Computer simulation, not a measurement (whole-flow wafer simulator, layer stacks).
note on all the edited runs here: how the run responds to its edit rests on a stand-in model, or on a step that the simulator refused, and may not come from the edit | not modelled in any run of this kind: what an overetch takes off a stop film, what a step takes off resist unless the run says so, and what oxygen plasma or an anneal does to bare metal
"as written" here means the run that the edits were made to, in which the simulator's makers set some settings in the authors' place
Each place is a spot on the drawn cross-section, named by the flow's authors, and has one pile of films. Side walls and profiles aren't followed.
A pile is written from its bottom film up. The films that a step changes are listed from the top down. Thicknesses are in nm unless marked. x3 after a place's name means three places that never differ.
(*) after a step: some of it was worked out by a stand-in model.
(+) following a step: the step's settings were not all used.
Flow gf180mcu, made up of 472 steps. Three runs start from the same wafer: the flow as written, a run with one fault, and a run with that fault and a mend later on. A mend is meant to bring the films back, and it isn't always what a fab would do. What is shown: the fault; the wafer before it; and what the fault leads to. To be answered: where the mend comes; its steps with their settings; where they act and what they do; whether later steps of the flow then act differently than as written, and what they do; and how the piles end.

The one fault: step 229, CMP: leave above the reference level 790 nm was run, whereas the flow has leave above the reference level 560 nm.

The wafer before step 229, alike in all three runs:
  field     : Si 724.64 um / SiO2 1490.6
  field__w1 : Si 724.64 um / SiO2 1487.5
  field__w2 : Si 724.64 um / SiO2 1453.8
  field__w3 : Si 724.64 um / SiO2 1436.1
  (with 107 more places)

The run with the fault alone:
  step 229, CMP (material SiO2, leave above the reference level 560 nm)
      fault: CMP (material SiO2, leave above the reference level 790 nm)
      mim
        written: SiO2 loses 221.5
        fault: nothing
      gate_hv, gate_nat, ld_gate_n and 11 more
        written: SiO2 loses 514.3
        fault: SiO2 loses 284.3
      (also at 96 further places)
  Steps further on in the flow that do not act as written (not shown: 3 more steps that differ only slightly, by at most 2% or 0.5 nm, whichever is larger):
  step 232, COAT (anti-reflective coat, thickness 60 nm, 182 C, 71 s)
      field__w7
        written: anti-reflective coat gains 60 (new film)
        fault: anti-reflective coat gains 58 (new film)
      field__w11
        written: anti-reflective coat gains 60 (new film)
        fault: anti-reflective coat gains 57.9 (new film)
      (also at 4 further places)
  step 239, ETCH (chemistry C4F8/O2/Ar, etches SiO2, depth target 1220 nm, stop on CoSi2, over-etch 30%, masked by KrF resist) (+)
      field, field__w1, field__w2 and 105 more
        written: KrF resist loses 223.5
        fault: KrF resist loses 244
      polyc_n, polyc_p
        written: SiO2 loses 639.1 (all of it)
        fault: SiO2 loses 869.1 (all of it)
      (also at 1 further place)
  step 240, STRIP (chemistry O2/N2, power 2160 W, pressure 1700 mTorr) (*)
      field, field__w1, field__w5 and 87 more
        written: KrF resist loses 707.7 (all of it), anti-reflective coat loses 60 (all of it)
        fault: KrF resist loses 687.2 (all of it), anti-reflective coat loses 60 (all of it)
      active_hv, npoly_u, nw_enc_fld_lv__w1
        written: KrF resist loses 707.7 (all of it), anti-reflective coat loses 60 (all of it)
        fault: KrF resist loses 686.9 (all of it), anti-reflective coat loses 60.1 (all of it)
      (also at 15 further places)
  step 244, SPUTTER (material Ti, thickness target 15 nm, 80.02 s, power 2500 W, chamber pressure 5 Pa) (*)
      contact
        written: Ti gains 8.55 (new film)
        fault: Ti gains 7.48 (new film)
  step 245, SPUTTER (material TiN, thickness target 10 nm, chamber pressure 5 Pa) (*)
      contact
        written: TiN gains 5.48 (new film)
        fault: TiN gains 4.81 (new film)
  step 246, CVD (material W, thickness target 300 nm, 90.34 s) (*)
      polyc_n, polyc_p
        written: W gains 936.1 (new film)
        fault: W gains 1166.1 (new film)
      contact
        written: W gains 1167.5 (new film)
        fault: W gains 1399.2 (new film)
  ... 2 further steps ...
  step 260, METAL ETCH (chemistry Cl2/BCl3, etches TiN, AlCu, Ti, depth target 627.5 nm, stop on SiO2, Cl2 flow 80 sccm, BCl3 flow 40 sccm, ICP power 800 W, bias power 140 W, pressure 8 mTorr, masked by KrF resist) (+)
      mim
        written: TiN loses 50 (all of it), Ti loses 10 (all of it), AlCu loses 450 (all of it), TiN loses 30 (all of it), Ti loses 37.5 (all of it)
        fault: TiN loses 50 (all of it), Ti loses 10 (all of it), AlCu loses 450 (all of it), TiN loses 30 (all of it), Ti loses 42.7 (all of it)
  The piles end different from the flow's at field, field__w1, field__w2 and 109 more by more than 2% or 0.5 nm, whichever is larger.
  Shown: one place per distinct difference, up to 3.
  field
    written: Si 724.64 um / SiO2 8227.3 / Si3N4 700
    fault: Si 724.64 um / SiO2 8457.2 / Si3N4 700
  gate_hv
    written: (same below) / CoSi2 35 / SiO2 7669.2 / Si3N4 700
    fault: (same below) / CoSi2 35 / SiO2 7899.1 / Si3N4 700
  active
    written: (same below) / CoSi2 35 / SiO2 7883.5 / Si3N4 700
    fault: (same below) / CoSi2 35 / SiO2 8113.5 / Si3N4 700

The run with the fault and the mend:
  After step 237 comes the mend.
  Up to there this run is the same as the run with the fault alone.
  step 237a, STRIP (chemistry O2/N2, power 2160 W, pressure 1700 mTorr) (*)
      field, field__w1, field__w5 and 87 more
        KrF resist loses 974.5 (all of it), anti-reflective coat loses 60 (all of it)
      contact, polyc_n, polyc_p
        anti-reflective coat loses 60 (all of it)
      field__w2, field__w6
        KrF resist loses 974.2 (all of it), anti-reflective coat loses 60 (all of it)
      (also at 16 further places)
  step 237b, CMP (material SiO2, leave above the reference level 560 nm) (the flow's step 229, run once more)
      field, field__w1, field__w2 and 107 more
        SiO2 loses 230
      mim
        SiO2 loses 221.5
  step 237c, HMDS (120 C, 60 s) (the flow's step 231, run once more)
      leaves every film unchanged at each place that is followed
  step 237d, COAT (anti-reflective coat, thickness 60 nm, 182 C, 71 s) (the flow's step 232, run once more)
      field, field__w1, field__w2 and 108 more
        anti-reflective coat gains 60 (new film)
  step 237e, COAT (KrF resist, thickness 1000 nm) (the flow's step 233, run once more)
      field, field__w1, field__w2 and 108 more
        KrF resist gains 1000 (new film)
  step 237f, SOFTBAKE (KrF resist) (the flow's step 234, run once more)
      leaves every film unchanged at each place that is followed
  step 237g, EXPOSE (photomask Contact) (the flow's step 235, run once more)
      leaves every film unchanged at each place that is followed
  step 237h, PEB (KrF resist, 135 C, 90 s) (the flow's step 236, run once more)
      field, field__w1, field__w2 and 108 more
        KrF resist loses 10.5
  step 237i, DEVELOP (KrF resist, thickness 1000 nm, 60 s) (the flow's step 237, run once more)
      field, field__w1, field__w2 and 105 more
        KrF resist loses 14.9
      contact, polyc_n, polyc_p
        KrF resist loses 989.5 (all of it)
  Every later step of the flow that is run acts as written at every place that is followed.
  The piles end the same as the flow's at every place that both follow.
